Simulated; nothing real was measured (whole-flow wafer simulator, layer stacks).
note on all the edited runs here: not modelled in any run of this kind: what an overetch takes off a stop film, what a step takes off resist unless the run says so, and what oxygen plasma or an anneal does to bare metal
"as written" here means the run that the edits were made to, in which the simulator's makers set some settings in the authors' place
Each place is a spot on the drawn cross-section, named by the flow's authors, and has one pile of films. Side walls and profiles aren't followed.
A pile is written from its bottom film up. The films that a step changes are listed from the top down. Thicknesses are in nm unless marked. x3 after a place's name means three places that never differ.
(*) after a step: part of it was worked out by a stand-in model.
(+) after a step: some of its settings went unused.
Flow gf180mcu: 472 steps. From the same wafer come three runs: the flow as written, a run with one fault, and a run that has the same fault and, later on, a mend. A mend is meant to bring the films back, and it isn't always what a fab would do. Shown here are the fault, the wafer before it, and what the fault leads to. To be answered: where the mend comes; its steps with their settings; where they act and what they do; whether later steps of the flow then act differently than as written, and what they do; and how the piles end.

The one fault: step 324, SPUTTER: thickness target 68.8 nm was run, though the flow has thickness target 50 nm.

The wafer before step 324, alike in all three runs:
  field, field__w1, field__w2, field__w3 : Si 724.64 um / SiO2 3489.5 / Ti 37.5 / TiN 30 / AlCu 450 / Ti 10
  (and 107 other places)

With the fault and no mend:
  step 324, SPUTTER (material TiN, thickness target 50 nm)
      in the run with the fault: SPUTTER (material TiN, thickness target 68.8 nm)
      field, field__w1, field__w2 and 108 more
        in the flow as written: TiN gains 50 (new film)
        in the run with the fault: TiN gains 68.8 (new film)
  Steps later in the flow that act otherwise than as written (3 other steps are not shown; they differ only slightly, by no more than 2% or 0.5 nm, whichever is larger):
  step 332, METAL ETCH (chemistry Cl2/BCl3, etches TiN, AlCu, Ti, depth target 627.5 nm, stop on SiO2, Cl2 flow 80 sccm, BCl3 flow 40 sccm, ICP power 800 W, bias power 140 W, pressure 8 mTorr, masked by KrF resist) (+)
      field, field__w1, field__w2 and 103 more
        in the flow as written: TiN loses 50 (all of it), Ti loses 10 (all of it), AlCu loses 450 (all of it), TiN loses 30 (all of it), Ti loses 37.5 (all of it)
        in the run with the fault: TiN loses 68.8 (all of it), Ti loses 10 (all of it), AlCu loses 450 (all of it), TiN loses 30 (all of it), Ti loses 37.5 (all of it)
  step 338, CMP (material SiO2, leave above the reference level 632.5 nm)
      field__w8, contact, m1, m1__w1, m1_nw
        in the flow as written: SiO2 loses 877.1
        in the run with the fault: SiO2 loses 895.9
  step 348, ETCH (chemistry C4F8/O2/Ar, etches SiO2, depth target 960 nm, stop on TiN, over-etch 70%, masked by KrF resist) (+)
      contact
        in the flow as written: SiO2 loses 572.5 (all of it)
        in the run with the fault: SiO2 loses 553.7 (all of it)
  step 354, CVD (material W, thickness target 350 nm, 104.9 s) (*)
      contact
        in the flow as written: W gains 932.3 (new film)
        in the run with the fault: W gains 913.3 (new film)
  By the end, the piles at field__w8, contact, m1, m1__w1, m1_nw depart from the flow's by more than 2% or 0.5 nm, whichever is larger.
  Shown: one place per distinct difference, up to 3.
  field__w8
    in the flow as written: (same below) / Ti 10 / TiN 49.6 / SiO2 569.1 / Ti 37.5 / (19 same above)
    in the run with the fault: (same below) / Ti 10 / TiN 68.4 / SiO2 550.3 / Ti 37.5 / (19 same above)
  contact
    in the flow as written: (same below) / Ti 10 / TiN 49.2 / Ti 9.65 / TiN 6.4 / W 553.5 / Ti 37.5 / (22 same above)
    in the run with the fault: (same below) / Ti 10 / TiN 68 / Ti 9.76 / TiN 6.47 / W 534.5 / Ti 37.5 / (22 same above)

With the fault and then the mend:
  The mend stands after step 324.
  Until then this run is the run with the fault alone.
  step 324a, METAL ETCH (chemistry Cl2/BCl3, etches TiN, AlCu, Ti, depth target 18.8 nm, Cl2 flow 80 sccm, BCl3 flow 40 sccm, ICP power 800 W, bias power 140 W, pressure 8 mTorr) (a further turn of the flow's step 260, with different settings)
      field, field__w1, field__w2 and 108 more
        TiN loses 18.8
  Every later step of the flow that is run acts as written at every place that is followed.
  At every place that both follow, the piles at the end match the flow's.
